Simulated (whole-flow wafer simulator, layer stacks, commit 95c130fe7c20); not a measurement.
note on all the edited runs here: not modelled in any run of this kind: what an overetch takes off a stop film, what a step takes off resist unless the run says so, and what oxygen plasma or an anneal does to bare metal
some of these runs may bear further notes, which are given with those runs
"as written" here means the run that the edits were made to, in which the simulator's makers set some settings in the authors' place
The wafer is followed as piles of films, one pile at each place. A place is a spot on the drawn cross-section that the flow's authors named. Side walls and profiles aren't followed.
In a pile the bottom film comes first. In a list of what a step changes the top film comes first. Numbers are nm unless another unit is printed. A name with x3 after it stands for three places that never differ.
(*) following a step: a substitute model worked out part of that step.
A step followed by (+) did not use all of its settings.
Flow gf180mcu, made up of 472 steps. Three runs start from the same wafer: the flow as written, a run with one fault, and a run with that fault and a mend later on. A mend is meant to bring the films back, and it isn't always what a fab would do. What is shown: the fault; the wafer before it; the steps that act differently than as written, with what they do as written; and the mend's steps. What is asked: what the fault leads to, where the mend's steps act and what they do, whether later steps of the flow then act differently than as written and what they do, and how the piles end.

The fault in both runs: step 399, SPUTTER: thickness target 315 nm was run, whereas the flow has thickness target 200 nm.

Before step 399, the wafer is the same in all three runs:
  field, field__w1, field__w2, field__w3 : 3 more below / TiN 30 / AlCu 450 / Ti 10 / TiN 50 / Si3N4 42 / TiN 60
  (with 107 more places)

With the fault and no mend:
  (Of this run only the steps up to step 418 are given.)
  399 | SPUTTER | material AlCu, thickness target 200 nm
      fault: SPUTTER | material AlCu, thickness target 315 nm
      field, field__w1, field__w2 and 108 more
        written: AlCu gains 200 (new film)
        fault: AlCu gains 315 (new film)
  Steps later in the flow that act otherwise than as written (2 more steps, not shown, differ only slightly: by at most 2% or 0.5 nm, whichever is larger):
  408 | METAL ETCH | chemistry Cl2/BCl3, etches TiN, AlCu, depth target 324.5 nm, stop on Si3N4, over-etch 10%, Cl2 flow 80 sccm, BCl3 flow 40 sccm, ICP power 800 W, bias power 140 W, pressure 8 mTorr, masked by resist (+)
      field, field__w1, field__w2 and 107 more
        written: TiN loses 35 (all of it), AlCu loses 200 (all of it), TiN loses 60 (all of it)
        fault: TiN loses 35 (all of it), AlCu loses 289.5
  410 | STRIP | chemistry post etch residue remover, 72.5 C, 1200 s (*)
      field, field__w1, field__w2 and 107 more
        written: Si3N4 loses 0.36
        fault: AlCu loses 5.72
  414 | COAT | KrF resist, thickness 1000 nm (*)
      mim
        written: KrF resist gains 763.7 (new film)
        fault: KrF resist gains 737.4 (new film)
  Once step 418 is done, the piles at field, field__w1, field__w2 and 109 more depart from the flow's by more than 2% or 0.5 nm, whichever is larger.
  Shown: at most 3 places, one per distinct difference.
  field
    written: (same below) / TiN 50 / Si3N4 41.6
    fault: (same below) / TiN 50 / Si3N4 42 / TiN 60 / AlCu 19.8
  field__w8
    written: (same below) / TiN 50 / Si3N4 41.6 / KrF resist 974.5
    fault: (same below) / TiN 50 / Si3N4 42 / TiN 60 / AlCu 19.8 / KrF resist 974.5
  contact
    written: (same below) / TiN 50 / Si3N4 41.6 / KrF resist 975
    fault: (same below) / TiN 50 / Si3N4 42 / TiN 60 / AlCu 19.8 / KrF resist 975

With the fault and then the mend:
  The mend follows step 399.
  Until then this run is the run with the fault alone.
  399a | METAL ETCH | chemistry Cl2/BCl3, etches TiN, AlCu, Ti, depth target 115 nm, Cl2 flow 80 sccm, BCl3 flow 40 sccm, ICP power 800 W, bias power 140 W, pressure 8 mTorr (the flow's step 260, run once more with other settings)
      field, field__w1, field__w2 and 108 more
        AlCu loses 115
  Later steps of the flow that are run all act as written at every place that is followed.
  The piles end the same as the flow's at every place that both follow.
